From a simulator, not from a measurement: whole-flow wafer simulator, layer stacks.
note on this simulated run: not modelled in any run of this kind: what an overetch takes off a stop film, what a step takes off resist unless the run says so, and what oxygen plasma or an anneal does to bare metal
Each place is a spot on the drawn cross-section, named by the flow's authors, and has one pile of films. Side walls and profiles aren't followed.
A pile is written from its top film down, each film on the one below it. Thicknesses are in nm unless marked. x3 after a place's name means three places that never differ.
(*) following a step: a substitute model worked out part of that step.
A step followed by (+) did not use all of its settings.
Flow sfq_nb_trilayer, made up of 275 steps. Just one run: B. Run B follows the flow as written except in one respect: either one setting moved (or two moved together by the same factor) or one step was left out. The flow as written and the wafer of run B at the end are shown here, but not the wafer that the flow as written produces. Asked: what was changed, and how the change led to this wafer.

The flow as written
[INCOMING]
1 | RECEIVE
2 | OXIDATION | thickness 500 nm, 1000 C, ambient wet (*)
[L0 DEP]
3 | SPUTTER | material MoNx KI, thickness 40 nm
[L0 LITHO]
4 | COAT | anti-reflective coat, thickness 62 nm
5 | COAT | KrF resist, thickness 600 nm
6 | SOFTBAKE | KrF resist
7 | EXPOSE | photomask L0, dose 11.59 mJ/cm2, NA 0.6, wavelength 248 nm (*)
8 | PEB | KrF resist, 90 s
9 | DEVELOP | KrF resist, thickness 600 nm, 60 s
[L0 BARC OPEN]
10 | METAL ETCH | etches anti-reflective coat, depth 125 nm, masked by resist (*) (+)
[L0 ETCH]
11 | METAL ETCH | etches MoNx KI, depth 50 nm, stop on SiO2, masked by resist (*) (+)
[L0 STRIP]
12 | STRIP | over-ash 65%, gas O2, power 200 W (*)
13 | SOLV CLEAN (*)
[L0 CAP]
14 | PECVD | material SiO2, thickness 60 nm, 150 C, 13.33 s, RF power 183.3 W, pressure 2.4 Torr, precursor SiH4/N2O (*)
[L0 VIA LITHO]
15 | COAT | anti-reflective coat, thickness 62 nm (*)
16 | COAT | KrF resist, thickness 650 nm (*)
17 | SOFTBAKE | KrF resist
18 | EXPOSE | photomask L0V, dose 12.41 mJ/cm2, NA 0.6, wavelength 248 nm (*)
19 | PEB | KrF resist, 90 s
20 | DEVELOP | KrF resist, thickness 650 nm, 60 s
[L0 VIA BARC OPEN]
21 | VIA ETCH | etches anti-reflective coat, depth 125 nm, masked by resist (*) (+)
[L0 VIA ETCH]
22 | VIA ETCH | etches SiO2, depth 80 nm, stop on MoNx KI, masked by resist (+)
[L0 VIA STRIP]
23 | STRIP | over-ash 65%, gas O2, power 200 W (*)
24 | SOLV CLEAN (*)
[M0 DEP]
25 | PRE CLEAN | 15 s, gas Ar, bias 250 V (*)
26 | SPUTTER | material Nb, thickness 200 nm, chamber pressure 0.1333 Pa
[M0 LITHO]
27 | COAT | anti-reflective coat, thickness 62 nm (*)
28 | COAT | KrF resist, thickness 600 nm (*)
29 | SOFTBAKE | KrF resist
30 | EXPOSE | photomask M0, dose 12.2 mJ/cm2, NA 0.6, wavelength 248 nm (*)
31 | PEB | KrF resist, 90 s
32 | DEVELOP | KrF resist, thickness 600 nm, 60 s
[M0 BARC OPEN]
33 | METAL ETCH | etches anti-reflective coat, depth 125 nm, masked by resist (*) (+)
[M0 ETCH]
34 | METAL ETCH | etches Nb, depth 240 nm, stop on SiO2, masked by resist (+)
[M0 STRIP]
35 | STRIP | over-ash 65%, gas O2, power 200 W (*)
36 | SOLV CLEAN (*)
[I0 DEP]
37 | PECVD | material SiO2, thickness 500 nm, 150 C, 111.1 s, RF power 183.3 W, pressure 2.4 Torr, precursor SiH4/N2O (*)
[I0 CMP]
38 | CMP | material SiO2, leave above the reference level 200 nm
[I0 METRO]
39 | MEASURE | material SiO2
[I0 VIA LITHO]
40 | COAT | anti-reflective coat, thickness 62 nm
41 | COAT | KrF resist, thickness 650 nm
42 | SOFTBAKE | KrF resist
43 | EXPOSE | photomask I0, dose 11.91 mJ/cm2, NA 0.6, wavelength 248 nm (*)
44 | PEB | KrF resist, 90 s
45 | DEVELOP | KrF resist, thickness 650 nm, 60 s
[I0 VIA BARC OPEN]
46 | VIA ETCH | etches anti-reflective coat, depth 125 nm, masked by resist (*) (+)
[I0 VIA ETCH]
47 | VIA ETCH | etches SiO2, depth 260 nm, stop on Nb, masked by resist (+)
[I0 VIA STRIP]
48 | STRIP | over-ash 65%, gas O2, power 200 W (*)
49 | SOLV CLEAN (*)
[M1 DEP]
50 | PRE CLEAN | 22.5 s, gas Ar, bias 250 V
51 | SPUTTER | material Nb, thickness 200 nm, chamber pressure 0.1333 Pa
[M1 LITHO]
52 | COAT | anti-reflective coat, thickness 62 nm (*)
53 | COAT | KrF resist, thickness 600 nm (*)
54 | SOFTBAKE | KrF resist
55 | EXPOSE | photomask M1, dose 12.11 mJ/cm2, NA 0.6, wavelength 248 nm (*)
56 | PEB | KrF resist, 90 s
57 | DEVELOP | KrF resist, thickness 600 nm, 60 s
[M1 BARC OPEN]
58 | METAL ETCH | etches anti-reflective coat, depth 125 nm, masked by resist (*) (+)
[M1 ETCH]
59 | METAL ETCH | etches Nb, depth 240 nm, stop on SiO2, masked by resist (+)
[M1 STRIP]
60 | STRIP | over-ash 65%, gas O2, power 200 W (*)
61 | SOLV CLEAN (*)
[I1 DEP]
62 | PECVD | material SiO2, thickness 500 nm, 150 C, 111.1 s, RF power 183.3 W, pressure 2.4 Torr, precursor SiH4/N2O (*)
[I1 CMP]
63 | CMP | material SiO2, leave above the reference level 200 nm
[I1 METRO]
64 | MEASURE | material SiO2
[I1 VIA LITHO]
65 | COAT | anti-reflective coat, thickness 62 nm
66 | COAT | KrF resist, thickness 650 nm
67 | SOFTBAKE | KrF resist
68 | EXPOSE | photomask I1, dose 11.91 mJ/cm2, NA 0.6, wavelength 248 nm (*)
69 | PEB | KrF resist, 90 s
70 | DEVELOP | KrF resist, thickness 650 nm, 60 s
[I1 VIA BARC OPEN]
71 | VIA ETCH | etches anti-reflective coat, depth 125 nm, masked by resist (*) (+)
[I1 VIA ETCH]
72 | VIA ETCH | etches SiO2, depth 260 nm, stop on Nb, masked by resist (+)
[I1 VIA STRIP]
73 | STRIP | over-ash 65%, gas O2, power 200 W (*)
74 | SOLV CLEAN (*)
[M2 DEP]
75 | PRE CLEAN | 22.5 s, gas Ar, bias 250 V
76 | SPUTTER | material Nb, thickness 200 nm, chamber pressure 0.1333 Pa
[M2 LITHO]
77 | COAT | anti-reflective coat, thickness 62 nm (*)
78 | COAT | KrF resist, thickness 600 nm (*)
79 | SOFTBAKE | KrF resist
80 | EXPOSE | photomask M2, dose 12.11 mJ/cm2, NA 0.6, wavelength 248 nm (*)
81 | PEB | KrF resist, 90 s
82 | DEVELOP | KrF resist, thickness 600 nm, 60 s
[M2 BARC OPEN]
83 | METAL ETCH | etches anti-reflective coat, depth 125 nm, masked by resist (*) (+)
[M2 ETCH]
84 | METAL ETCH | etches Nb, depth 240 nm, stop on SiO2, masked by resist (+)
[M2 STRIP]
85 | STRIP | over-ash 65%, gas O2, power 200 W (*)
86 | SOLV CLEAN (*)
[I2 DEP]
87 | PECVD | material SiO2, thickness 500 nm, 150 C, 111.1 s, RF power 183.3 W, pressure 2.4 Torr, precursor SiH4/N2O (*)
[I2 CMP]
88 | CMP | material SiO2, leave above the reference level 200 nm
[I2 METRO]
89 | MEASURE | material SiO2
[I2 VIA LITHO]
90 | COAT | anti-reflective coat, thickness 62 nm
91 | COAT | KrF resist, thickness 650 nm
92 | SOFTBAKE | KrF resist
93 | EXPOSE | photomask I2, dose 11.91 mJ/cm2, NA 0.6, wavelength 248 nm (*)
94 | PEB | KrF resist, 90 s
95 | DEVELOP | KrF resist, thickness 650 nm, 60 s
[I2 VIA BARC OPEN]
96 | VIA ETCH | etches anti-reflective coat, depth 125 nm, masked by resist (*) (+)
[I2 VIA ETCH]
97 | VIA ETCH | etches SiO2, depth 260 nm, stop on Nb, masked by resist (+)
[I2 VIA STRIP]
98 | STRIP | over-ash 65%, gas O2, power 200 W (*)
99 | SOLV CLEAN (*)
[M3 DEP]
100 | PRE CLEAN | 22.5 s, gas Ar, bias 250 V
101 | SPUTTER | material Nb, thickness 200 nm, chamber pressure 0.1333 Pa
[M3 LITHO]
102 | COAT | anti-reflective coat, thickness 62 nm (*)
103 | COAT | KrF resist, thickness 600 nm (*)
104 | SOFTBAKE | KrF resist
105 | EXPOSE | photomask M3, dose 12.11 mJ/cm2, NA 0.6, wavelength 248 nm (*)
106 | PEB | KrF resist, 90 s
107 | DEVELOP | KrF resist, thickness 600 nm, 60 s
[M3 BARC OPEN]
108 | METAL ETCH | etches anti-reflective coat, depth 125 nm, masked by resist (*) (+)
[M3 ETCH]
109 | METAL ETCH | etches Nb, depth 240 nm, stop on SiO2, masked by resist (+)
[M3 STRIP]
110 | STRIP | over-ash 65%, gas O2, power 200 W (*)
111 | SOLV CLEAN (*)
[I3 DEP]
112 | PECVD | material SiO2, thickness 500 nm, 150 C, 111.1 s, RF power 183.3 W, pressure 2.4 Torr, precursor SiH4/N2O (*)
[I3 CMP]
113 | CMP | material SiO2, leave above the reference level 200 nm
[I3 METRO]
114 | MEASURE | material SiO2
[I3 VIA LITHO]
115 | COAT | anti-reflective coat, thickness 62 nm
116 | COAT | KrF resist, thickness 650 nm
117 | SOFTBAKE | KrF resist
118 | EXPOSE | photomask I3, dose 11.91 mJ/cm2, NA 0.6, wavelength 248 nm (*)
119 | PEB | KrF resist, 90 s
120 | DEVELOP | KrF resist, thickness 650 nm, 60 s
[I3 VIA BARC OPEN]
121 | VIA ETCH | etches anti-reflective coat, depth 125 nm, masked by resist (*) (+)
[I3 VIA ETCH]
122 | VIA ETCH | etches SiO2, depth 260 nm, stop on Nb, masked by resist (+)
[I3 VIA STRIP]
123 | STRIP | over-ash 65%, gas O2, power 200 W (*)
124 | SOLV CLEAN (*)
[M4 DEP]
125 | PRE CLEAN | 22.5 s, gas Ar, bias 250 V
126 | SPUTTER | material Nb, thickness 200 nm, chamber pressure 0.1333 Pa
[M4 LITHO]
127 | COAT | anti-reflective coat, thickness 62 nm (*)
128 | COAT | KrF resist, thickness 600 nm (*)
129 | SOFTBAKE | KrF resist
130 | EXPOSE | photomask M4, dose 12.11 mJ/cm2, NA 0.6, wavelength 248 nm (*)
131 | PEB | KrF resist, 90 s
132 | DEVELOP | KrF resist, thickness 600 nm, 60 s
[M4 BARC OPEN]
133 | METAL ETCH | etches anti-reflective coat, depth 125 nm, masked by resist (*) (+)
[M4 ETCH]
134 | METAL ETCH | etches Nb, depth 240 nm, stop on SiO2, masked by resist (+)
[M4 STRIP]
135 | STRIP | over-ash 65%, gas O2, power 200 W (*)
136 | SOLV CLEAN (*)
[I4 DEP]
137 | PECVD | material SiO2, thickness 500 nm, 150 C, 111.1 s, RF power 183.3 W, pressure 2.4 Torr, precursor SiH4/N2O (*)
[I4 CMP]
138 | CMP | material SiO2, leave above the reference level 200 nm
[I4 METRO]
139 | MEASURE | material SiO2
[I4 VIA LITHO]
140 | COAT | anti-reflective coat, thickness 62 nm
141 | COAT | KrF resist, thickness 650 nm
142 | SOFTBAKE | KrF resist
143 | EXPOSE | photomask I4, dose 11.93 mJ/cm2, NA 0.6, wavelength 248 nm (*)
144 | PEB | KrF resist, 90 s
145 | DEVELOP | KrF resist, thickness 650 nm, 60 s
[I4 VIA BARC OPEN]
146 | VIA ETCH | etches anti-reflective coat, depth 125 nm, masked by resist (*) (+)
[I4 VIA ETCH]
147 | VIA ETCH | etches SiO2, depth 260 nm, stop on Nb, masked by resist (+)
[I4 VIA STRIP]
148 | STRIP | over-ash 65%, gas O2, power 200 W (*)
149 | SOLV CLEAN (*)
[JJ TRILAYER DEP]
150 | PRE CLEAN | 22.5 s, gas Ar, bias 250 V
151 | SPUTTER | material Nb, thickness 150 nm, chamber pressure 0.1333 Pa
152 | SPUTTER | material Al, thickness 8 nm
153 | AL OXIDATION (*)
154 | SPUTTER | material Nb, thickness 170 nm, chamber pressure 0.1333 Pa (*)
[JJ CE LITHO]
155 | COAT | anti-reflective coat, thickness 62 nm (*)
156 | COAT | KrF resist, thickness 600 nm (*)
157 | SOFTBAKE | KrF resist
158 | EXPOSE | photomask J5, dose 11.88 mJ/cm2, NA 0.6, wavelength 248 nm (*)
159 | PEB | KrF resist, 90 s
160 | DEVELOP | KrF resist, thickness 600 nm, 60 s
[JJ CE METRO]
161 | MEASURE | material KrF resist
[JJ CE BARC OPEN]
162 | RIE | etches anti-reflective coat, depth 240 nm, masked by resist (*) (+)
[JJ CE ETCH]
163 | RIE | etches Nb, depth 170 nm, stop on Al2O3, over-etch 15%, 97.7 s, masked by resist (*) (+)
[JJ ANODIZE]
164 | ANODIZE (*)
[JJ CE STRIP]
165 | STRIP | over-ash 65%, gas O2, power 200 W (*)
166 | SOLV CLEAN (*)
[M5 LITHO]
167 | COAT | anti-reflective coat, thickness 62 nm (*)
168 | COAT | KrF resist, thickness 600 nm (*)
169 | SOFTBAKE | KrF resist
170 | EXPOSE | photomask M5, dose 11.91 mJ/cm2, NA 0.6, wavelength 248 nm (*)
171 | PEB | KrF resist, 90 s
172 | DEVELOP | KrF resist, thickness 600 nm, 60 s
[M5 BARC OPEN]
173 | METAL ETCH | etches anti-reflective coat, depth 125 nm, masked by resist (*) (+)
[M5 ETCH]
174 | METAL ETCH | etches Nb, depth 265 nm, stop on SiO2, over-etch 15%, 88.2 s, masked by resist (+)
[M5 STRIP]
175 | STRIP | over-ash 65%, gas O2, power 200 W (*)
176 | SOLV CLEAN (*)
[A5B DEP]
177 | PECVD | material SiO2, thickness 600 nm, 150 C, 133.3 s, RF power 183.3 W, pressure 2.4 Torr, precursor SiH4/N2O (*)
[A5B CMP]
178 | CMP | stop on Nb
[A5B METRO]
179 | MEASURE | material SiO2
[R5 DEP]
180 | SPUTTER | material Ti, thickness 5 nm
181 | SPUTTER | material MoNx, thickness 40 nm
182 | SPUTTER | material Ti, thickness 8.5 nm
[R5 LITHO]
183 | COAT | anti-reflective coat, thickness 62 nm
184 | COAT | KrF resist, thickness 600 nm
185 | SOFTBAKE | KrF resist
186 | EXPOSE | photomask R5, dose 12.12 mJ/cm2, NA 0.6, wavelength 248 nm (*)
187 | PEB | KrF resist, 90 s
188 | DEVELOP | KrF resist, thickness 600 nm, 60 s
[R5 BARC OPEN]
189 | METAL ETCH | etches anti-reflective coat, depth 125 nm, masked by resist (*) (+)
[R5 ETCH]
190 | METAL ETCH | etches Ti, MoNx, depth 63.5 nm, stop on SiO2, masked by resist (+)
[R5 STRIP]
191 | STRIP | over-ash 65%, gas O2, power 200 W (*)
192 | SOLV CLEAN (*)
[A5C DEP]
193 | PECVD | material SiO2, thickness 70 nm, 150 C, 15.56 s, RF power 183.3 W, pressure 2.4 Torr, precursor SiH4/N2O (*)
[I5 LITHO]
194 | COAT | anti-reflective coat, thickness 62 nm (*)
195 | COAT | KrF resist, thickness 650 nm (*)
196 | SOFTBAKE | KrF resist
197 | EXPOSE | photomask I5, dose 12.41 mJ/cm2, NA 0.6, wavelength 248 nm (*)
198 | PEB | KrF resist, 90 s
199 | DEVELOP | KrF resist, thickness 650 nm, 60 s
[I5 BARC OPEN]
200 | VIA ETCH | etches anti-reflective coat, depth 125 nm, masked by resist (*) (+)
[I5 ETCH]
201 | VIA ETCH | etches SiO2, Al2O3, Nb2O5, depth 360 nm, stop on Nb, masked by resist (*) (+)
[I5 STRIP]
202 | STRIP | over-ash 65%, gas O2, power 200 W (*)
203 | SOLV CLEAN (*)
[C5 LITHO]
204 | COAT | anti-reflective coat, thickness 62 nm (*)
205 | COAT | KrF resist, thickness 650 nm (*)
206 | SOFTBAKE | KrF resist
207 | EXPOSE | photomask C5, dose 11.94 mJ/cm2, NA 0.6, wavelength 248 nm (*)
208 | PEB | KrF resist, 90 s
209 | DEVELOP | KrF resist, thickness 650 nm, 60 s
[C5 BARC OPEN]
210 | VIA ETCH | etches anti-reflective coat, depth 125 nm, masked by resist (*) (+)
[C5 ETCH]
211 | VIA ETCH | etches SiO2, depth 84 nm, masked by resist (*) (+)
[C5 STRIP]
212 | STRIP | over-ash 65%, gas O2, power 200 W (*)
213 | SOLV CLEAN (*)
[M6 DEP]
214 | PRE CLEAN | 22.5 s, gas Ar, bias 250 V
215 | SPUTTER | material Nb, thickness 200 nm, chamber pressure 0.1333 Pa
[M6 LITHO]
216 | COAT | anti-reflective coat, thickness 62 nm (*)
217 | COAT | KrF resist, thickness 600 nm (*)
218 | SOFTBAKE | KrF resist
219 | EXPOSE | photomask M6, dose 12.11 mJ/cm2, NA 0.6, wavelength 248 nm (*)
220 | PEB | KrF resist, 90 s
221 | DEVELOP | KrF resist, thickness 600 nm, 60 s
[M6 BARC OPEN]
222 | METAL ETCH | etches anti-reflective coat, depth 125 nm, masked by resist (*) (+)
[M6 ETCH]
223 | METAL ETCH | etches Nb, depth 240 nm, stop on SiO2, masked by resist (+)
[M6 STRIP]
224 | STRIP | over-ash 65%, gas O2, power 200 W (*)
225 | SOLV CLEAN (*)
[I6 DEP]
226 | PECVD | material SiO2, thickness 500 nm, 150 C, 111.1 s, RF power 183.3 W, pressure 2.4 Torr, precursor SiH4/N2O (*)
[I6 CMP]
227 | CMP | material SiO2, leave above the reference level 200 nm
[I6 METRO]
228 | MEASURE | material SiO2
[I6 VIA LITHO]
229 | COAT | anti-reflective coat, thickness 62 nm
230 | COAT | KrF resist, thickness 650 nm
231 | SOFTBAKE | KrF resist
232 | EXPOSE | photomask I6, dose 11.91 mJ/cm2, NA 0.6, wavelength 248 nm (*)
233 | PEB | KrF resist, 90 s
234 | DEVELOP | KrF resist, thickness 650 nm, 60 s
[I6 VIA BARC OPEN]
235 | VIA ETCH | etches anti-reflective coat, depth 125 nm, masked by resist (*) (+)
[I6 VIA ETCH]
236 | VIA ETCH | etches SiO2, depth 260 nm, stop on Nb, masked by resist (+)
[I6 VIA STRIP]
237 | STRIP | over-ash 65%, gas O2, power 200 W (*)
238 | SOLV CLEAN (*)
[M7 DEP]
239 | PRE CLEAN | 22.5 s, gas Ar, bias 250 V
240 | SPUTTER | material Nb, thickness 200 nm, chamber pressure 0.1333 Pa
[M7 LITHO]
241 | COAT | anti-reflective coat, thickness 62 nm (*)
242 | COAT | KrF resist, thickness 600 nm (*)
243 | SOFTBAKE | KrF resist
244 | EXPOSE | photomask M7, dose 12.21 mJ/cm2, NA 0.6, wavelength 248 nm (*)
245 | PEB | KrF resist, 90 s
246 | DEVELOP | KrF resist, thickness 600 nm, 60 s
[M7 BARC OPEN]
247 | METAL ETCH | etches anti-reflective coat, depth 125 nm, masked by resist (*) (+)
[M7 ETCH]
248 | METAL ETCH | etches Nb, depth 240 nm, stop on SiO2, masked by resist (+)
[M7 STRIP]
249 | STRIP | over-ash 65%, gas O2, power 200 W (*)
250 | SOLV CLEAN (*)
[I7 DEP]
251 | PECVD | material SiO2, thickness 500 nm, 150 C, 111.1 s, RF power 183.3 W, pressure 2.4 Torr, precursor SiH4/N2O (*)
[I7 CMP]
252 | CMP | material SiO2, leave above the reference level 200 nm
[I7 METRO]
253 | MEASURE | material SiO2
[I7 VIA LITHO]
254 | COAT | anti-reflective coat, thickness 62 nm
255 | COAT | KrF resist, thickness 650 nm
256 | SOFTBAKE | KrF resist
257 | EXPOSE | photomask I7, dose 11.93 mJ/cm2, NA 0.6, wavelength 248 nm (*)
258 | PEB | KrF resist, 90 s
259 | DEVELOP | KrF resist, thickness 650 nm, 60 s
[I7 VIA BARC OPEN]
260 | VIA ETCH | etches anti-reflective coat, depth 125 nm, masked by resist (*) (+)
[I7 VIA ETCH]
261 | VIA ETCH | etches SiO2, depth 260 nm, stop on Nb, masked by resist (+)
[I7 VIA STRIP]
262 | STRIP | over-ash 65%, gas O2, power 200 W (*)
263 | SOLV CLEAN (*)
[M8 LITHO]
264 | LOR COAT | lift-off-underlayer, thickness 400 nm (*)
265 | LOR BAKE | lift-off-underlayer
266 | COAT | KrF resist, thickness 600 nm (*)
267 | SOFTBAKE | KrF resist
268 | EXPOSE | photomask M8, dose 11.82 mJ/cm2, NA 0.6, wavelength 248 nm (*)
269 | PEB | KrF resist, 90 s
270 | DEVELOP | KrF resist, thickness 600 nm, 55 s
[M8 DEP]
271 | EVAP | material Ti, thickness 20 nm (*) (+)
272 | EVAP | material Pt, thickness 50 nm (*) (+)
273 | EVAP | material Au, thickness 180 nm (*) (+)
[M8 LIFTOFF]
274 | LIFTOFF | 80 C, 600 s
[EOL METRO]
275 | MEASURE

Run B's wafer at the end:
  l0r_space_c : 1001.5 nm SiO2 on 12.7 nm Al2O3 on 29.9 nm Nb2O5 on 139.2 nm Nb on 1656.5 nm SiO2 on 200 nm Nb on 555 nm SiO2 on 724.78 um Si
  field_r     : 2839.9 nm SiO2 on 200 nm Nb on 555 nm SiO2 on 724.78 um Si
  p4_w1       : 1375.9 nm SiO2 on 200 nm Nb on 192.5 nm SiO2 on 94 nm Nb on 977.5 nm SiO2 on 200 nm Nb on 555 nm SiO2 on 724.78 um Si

The reason: step 101, SPUTTER: thickness 94 nm was run, whereas the flow has thickness 200 nm.
The wafer lets one read it off: p4_w1 has Nb 94, and step 101 as written asks for 200 nm.

The path from the change to this, step by step:
  101 | SPUTTER | material Nb, thickness 200 nm, chamber pressure 0.1333 Pa
      field_l, v_sur, via_wl and 102 more: +94 Nb (new film) (in the flow as written it would be: +200 Nb (new film))
      via_w: +77.5 Nb (in the flow as written it would be: +165.5 Nb)
  102 | COAT | anti-reflective coat, thickness 62 nm (*)
      via_wl, via_wr: +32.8 anti-reflective coat (new film) (in the flow as written it would be: +34.2 anti-reflective coat (new film))
      via_w: +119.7 anti-reflective coat (new film) (in the flow as written it would be: +124.8 anti-reflective coat (new film))
  109 | METAL ETCH | etches Nb, depth 240 nm, stop on SiO2, masked by resist (+)
      field_l, be, be_sur and 72 more: -94 Nb (all of it) (in the flow as written it would be: -200 Nb (all of it))
      v_sur, via_wl, via_w and 28 more: -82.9 KrF resist (in the flow as written it would be: -141.2 KrF resist)
  110 | STRIP | over-ash 65%, gas O2, power 200 W (*)
      p4_w1, p4_w2, p4_w3 and 21 more: -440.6 KrF resist (all of it), -62 anti-reflective coat (all of it) (in the flow as written it would be: -382.4 KrF resist (all of it), -62 anti-reflective coat (all of it))
      via_wl, via_wr: -446.2 KrF resist (all of it), -32.8 anti-reflective coat (all of it) (in the flow as written it would be: -384.2 KrF resist (all of it), -34.2 anti-reflective coat (all of it))
      (as well as at 5 more places)
  112 | PECVD | material SiO2, thickness 500 nm, 150 C, 111.1 s, RF power 183.3 W, pressure 2.4 Torr, precursor SiH4/N2O (*)
      p4_g1, p4_g2, p3_s0, p3_s1, p3_s2, p3_s3, p3_s4, p3_s5: +500 SiO2 (in the flow as written it would be: +557.1 SiO2)
      via_w: +585.5 SiO2 (new film) (in the flow as written it would be: +615 SiO2 (new film))
  113 | CMP | material SiO2, leave above the reference level 200 nm
      field_l, be, be_sur and 64 more: -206 SiO2 (in the flow as written it would be: -100 SiO2)
      p4_g1, p4_g2, p3_s0, p3_s1, p3_s2, p3_s3, p3_s4, p3_s5: -206 SiO2 (in the flow as written it would be: -157.1 SiO2)
      (as well as at 1 more place)
